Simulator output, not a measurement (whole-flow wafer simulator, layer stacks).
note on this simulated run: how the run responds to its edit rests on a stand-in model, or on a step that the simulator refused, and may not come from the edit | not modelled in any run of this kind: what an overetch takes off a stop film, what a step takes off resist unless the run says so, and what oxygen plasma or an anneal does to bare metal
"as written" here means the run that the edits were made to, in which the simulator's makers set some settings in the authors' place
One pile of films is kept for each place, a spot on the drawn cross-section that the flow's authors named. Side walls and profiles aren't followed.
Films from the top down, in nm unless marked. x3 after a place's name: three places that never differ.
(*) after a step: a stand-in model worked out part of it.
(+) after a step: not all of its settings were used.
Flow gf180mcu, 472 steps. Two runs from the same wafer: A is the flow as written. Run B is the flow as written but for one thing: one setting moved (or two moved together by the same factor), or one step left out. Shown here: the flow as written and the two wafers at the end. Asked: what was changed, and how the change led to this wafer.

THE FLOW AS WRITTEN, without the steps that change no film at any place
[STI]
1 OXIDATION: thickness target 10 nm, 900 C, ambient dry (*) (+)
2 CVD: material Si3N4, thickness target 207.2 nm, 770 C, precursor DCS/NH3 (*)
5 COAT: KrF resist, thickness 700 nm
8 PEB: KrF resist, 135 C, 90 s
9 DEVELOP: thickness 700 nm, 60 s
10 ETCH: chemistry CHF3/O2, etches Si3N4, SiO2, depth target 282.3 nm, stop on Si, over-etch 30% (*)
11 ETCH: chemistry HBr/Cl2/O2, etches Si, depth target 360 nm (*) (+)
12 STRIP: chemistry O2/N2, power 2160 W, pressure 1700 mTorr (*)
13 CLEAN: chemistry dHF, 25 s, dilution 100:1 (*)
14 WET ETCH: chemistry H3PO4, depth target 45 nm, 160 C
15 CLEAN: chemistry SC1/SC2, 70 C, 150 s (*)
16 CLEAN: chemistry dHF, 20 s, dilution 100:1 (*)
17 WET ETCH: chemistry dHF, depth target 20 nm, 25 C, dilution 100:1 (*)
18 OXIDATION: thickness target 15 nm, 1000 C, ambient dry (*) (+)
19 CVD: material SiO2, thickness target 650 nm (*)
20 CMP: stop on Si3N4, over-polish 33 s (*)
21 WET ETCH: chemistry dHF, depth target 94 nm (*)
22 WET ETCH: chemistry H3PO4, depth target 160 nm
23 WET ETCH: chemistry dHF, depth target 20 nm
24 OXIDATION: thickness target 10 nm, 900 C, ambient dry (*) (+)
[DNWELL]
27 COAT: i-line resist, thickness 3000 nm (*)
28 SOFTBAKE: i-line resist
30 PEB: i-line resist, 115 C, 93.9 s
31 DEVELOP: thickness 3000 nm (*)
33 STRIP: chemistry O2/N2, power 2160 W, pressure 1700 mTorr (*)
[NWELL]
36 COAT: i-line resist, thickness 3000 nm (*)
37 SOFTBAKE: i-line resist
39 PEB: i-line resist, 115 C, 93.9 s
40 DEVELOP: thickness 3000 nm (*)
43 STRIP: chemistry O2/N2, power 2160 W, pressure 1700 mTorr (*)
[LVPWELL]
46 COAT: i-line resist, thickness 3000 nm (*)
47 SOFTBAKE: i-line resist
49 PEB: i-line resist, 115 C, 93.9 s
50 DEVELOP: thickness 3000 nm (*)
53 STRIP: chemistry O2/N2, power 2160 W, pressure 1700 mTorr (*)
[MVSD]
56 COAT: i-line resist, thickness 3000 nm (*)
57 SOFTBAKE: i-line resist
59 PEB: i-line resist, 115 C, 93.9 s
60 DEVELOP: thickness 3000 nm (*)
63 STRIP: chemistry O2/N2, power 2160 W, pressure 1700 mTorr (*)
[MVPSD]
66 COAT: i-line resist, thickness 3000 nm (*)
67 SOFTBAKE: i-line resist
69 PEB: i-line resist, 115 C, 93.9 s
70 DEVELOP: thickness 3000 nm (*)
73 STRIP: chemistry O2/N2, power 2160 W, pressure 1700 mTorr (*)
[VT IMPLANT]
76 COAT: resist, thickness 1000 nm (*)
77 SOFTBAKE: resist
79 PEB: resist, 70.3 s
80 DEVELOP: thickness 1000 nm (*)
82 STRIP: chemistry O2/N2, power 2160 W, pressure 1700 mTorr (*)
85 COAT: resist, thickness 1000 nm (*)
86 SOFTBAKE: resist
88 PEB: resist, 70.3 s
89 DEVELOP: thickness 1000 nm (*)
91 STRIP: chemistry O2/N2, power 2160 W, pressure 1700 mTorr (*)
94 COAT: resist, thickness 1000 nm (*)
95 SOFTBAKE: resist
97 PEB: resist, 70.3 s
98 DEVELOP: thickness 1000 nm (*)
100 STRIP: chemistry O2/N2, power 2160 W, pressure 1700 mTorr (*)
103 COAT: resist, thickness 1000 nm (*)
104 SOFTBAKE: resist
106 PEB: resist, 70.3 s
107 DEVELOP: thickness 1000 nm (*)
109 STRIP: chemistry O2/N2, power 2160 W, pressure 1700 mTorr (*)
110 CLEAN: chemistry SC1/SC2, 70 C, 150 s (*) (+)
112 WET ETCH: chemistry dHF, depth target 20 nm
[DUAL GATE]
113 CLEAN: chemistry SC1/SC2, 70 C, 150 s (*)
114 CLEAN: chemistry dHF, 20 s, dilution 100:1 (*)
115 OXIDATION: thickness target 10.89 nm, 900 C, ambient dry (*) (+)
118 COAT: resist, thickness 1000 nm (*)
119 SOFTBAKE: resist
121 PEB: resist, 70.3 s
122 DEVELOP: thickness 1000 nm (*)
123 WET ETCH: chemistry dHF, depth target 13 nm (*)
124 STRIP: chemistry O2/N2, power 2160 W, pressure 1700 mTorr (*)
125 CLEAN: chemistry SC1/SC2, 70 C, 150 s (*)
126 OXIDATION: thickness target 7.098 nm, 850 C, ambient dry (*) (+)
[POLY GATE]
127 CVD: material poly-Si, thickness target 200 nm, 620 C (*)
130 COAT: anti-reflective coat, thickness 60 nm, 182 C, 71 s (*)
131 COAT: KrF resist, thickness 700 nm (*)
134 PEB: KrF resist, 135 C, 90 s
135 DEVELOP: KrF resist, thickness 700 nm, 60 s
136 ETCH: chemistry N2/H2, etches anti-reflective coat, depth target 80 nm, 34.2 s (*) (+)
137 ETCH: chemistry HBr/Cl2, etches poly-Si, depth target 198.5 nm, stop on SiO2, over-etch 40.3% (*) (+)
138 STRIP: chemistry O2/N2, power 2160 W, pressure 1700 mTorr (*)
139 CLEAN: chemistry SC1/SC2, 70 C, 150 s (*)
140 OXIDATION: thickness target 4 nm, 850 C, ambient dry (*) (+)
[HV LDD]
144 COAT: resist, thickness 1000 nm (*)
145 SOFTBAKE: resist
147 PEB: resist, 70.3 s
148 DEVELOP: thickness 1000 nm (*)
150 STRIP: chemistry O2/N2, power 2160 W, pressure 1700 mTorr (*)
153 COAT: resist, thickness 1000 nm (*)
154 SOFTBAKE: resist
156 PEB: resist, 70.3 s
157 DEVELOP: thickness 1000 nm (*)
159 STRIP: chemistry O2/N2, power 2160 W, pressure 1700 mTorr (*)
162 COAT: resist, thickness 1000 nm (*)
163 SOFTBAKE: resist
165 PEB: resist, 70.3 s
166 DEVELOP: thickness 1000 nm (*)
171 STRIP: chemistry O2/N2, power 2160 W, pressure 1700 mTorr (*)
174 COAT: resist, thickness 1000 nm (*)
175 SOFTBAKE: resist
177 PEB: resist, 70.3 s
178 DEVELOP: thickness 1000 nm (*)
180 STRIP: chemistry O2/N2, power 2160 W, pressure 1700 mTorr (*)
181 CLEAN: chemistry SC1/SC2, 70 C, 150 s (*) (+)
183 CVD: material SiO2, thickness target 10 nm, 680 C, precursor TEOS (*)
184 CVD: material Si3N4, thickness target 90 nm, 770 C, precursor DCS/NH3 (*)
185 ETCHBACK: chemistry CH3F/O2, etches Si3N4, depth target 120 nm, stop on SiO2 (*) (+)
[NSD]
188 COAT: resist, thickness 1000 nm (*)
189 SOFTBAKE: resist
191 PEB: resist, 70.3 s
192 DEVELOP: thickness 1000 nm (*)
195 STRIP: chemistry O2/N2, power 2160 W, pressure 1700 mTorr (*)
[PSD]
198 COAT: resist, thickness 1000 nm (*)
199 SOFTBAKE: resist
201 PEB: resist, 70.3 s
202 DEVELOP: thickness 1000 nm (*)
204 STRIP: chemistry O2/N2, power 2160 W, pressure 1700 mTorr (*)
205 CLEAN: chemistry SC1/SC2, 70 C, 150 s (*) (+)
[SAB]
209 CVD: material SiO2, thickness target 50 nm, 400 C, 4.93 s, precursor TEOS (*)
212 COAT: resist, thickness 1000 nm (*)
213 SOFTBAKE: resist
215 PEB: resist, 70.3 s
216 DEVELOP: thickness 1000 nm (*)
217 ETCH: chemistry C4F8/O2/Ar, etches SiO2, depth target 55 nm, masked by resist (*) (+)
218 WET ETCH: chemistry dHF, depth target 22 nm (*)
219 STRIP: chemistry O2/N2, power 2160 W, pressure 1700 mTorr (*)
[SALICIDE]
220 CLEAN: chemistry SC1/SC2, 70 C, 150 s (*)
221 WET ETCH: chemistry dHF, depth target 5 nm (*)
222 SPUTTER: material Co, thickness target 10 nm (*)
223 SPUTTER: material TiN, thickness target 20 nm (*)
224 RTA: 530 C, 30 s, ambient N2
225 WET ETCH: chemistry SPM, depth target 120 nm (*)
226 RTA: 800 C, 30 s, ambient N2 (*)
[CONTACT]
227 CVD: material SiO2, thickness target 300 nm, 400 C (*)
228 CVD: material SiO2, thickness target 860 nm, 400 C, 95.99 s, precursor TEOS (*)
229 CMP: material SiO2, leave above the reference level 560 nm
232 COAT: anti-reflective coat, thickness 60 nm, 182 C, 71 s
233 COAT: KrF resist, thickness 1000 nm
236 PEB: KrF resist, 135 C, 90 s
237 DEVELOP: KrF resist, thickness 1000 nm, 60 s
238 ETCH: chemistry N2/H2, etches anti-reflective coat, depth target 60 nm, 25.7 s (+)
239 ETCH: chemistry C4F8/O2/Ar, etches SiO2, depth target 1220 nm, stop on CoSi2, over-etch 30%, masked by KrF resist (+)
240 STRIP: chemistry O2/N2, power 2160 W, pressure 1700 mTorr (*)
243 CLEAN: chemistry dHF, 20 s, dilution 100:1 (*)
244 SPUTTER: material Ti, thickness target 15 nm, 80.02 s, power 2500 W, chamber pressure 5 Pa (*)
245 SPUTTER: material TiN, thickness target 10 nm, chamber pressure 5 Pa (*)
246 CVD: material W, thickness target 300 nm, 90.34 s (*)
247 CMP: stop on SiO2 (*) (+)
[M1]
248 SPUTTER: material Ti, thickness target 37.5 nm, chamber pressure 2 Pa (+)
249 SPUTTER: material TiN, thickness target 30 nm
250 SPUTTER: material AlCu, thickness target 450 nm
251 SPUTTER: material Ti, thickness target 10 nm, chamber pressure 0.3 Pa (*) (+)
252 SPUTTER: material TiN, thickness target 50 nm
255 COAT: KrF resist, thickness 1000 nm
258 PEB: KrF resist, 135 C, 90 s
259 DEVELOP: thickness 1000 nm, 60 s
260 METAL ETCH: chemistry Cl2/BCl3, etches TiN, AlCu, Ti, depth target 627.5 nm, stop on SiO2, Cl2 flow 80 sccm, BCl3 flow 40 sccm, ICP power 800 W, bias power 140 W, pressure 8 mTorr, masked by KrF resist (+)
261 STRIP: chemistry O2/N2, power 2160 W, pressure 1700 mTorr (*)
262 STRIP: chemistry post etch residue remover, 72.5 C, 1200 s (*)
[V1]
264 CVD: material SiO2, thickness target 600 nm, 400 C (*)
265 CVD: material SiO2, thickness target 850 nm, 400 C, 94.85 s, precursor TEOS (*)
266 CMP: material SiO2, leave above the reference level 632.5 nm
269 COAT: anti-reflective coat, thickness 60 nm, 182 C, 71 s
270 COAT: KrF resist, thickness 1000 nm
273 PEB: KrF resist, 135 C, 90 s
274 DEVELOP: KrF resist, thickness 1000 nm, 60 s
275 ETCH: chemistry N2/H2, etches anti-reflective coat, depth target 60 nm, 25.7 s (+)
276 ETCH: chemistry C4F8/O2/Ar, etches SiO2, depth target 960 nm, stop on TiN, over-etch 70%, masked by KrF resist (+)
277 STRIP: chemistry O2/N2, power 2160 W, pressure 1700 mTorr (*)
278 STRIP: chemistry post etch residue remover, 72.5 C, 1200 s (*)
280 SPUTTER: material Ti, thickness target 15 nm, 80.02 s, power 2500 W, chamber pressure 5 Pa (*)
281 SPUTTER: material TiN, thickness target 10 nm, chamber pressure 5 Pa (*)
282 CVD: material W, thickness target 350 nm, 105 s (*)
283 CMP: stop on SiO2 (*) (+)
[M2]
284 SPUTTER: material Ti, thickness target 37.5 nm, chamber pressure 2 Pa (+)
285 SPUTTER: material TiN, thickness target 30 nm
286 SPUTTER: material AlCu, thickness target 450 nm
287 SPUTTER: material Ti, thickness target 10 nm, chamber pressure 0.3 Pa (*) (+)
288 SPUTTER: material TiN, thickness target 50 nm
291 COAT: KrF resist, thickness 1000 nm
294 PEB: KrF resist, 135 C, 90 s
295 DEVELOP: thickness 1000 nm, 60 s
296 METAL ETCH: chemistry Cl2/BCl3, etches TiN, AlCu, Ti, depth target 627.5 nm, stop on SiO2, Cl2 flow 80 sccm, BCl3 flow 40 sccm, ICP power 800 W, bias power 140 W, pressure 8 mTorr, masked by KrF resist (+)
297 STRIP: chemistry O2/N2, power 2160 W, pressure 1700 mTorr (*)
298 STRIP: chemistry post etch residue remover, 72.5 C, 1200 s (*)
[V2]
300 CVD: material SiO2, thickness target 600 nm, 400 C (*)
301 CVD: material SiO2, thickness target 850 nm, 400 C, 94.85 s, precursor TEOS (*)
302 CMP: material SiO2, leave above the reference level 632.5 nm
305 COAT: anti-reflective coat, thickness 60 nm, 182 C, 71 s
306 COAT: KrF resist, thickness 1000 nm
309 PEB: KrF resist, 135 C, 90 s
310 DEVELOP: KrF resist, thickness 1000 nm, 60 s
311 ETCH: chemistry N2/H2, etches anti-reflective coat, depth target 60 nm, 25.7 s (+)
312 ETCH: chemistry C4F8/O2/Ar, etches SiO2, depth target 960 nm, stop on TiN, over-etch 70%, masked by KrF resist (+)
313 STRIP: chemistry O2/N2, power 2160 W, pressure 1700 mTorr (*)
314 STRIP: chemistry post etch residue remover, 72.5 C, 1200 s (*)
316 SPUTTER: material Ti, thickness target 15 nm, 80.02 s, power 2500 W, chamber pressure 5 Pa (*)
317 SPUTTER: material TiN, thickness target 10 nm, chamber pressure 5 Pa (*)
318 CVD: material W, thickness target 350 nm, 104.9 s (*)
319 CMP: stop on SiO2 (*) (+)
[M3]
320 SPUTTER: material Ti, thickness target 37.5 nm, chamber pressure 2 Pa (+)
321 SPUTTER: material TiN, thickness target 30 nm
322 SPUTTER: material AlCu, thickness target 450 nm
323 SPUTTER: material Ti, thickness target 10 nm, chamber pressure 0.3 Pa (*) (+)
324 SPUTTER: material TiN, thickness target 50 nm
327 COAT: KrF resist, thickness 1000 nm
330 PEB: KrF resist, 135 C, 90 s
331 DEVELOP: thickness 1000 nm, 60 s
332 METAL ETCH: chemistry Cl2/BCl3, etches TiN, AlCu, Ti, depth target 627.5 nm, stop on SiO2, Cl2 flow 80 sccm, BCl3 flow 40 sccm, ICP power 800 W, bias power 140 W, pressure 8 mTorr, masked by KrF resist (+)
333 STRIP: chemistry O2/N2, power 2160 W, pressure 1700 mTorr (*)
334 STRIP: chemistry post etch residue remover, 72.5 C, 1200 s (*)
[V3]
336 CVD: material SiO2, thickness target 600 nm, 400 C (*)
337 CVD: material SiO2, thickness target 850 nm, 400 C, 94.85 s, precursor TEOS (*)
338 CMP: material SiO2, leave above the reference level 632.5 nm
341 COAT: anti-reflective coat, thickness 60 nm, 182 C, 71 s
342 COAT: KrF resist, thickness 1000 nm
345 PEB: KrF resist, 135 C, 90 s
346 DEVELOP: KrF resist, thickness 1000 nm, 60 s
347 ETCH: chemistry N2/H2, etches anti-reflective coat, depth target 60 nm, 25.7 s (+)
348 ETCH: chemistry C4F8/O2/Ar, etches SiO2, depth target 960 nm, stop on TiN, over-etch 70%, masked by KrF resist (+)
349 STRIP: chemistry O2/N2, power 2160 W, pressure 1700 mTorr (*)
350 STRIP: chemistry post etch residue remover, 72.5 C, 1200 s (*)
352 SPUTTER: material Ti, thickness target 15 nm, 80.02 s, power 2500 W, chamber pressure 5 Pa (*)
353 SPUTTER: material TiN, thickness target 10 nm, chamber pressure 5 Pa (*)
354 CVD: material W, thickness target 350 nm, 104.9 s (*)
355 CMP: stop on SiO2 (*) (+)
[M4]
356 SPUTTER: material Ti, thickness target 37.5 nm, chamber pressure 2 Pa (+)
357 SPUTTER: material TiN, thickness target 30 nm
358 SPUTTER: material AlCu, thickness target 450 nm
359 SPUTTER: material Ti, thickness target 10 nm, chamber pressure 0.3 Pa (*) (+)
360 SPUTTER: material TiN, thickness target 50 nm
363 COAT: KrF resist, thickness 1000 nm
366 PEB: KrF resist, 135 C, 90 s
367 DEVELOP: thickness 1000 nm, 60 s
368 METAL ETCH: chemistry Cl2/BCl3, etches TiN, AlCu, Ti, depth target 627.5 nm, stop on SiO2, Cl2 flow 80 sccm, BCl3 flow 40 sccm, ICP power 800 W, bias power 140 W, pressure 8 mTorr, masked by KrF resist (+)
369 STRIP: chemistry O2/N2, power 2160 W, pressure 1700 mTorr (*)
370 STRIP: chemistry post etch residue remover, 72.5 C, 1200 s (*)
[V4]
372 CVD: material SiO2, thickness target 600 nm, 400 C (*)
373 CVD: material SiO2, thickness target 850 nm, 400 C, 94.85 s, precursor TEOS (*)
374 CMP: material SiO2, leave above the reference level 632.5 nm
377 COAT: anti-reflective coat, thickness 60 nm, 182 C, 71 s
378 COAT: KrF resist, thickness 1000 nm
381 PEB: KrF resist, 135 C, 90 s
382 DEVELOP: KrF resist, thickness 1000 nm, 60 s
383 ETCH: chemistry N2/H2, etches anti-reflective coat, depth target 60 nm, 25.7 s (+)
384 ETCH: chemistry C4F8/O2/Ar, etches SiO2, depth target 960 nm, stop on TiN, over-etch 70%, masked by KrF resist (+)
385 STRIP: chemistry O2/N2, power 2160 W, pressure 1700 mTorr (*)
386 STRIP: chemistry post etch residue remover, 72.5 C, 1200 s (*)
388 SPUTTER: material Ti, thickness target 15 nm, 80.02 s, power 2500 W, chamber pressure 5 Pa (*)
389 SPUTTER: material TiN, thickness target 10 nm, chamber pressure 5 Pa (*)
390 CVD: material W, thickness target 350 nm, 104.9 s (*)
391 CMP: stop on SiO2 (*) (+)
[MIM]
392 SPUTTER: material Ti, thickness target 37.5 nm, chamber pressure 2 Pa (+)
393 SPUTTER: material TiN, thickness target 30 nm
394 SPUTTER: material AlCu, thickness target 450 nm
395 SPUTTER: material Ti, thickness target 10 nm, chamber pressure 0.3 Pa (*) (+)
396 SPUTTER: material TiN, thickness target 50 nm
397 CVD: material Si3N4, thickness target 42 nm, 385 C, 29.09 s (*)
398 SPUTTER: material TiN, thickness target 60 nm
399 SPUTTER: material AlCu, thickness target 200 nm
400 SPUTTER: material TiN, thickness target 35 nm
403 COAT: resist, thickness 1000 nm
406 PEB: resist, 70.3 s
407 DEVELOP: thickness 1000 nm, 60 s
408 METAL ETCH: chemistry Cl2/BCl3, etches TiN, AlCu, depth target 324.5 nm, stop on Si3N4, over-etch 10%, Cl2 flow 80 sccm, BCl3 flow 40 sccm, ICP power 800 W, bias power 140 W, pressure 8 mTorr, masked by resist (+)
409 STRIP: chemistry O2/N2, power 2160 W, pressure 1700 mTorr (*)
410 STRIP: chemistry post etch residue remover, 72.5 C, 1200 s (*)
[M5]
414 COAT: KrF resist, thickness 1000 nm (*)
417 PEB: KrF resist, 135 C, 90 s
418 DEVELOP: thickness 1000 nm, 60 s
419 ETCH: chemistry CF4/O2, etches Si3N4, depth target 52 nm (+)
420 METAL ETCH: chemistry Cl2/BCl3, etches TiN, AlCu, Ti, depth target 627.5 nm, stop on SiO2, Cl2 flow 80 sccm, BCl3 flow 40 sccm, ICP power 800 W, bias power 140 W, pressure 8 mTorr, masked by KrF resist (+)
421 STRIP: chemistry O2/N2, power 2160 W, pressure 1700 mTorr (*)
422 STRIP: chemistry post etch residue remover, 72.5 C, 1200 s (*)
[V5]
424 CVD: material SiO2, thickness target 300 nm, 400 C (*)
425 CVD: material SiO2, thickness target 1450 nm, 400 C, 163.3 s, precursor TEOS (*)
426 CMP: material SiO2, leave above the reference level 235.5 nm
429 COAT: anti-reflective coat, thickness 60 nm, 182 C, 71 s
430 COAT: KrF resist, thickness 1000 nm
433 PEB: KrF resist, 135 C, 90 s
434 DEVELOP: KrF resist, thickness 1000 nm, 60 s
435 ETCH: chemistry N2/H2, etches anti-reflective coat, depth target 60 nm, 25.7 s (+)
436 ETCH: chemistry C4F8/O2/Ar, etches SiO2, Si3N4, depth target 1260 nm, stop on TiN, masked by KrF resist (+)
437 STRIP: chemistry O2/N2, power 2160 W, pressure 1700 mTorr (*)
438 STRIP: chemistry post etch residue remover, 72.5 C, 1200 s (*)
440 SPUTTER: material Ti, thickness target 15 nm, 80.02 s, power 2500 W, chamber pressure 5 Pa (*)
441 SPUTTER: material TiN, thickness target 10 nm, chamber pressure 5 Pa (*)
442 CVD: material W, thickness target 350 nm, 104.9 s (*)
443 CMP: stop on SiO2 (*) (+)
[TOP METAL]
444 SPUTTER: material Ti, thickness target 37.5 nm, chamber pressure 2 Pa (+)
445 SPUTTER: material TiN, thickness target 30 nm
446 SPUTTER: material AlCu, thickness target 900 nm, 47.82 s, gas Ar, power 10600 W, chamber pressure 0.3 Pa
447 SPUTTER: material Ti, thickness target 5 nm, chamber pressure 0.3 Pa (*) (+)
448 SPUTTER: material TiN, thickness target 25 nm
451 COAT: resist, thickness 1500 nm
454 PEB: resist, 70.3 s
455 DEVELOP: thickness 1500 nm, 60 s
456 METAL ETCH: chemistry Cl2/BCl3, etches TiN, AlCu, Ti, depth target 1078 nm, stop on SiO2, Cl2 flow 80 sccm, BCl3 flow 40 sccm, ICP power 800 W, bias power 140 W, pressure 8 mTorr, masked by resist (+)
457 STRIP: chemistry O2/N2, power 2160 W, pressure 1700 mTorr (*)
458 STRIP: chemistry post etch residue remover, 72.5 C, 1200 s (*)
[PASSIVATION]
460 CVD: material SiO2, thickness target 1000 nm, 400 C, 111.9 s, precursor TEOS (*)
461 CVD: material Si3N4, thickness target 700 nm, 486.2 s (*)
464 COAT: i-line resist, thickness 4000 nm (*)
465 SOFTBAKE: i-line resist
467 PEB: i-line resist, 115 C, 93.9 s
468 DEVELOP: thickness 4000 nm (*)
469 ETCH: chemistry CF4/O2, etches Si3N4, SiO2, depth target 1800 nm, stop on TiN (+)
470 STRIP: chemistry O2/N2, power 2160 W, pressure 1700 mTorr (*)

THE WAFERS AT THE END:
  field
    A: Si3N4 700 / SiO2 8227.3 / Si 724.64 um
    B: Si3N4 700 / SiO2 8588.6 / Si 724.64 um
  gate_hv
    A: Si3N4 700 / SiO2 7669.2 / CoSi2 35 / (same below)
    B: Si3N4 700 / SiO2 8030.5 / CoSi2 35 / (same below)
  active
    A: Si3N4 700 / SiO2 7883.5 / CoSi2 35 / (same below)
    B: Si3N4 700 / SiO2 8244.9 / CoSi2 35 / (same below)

The cause: step 338, CMP: leave above the reference level 996.2 nm was run, where the flow has leave above the reference level 632.5 nm.

How the change led to this, step by step:
  338 CMP: material SiO2, leave above the reference level 632.5 nm
      field, field__w1, field__w2 and 103 more: A SiO2 -300 | B nothing
      field__w8, contact, m1, m1__w1, m1_nw: A SiO2 -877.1 | B SiO2 -513.4
  341 COAT: anti-reflective coat, thickness 60 nm, 182 C, 71 s
      field: A anti-reflective coat +60 (new film) | B anti-reflective coat +85.5 (new film)
      field__w8: A anti-reflective coat +60 (new film) | B anti-reflective coat +26.4 (new film)
      (and at 13 more places)
  342 COAT: KrF resist, thickness 1000 nm
      contact: A KrF resist +1000 (new film) | B KrF resist +976.4 (new film)
      m1: A KrF resist +1000 (new film) | B KrF resist +973.6 (new film)
      (and at 4 more places)
  346 DEVELOP: KrF resist, thickness 1000 nm, 60 s
      contact: A KrF resist -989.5 (all of it) | B KrF resist -966.1 (all of it)
  347 ETCH: chemistry N2/H2, etches anti-reflective coat, depth target 60 nm, 25.7 s (+)
      contact: A anti-reflective coat -60 (all of it), SiO2 -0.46 | B anti-reflective coat -30.3 (all of it), SiO2 -1.22
  348 ETCH: chemistry C4F8/O2/Ar, etches SiO2, depth target 960 nm, stop on TiN, over-etch 70%, masked by KrF resist (+)
      contact: A SiO2 -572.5 (all of it) | B SiO2 -935.4 (all of it)
  349 STRIP: chemistry O2/N2, power 2160 W, pressure 1700 mTorr (*)
      field: A KrF resist -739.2 (all of it), anti-reflective coat -60 (all of it) | B KrF resist -727.4 (all of it), anti-reflective coat -85.5 (all of it)
      field__w8: A KrF resist -739.2 (all of it), anti-reflective coat -60 (all of it) | B KrF resist -732.1 (all of it), anti-reflective coat -26.4 (all of it)
      (and at 14 more places)
  352 SPUTTER: material Ti, thickness target 15 nm, 80.02 s, power 2500 W, chamber pressure 5 Pa (*)
      contact: A Ti +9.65 (new film) | B Ti +8.11 (new film)
  353 SPUTTER: material TiN, thickness target 10 nm, chamber pressure 5 Pa (*)
      contact: A TiN +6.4 (new film) | B TiN +5.38 (new film)
  354 CVD: material W, thickness target 350 nm, 104.9 s (*)
      contact: A W +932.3 (new film) | B W +1234.8 (new film)
  355 CMP: stop on SiO2 (*) (+)
      m1, m1__w1, m1_nw: A W -350 (all of it), TiN -10 (all of it), Ti -15 (all of it), SiO2 -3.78 | B W -350 (all of it), TiN -10 (all of it), Ti -15 (all of it), SiO2 -6.15
      field__w8: A W -350 (all of it), TiN -10 (all of it), Ti -15 (all of it), SiO2 -3.78 | B W -350 (all of it), TiN -10 (all of it), Ti -15 (all of it), SiO2 -6.16
  363 COAT: KrF resist, thickness 1000 nm
      field__w8: A KrF resist +1000 (new film) | B KrF resist +950.4 (new film)
      m1: A KrF resist +1000 (new film) | B KrF resist +949.3 (new film)
      (and at 2 more places)
  366 PEB: KrF resist, 135 C, 90 s
      m1: A KrF resist -10.5 | B KrF resist -9.74
  369 STRIP: chemistry O2/N2, power 2160 W, pressure 1700 mTorr (*)
      field__w8: A KrF resist -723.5 (all of it) | B KrF resist -674.5 (all of it)
      m1: A KrF resist -723.5 (all of it) | B KrF resist -673.6 (all of it)
      (and at 2 more places)
  374 CMP: material SiO2, leave above the reference level 632.5 nm
      field, field__w1, field__w2 and 103 more: A SiO2 -300 | B SiO2 -238.6
      contact: A SiO2 -877.1 | B SiO2 -815.7
  384 ETCH: chemistry C4F8/O2/Ar, etches SiO2, depth target 960 nm, stop on TiN, over-etch 70%, masked by KrF resist (+)
      contact: A SiO2 -572.5 (all of it) | B SiO2 -633.8 (all of it)
  390 CVD: material W, thickness target 350 nm, 104.9 s (*)
      contact: A W +932.3 (new film) | B W +994 (new film)
